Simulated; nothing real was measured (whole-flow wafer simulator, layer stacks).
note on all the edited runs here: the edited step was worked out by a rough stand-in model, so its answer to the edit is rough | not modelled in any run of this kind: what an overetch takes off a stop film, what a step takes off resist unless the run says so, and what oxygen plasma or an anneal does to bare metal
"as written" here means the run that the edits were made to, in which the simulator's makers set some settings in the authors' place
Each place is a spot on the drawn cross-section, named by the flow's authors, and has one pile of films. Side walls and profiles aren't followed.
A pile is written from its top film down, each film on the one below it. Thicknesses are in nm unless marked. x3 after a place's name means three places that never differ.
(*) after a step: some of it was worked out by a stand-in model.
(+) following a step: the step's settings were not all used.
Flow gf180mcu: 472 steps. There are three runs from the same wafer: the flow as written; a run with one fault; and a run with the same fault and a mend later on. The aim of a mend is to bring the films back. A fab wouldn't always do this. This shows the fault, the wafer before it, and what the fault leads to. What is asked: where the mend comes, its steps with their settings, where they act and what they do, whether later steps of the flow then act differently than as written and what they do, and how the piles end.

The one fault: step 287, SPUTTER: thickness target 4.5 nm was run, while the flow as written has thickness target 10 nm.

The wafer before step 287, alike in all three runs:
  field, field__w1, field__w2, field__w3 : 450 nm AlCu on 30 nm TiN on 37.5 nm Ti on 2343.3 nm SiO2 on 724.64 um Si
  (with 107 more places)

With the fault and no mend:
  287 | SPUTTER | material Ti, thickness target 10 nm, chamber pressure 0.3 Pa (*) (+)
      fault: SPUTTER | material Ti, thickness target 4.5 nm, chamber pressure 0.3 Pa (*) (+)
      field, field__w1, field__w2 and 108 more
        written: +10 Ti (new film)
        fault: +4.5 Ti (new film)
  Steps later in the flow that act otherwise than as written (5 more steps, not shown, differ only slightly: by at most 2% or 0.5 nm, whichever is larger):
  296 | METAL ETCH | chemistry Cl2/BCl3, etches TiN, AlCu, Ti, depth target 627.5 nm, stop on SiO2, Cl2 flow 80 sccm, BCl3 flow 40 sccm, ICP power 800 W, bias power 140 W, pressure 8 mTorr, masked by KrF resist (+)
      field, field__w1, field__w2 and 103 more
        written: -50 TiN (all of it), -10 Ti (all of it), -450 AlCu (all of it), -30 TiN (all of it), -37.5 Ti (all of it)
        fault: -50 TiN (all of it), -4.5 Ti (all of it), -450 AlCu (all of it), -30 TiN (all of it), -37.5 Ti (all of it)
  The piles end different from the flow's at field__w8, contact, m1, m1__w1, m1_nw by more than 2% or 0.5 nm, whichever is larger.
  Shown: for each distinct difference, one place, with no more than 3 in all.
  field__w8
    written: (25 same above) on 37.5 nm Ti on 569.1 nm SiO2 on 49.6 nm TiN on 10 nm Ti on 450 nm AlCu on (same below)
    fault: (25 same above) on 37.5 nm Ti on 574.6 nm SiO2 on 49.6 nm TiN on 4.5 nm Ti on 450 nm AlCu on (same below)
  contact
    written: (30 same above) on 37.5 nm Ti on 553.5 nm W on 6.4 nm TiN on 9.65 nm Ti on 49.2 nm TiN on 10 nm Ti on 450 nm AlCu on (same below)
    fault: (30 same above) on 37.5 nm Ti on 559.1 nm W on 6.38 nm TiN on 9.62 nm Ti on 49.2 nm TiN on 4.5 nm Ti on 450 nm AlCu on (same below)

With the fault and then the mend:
  The mend follows step 287.
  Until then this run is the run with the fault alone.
  287a | SPUTTER | material Ti, thickness target 5.5 nm, chamber pressure 0.3 Pa (*) (+) (the flow's step 287, run once more with other settings)
      field, field__w1, field__w2 and 108 more
        +5.5 Ti
  Later steps of the flow that are run all act as written at every place that is followed.
  At every place that both follow, the piles at the end match the flow's.
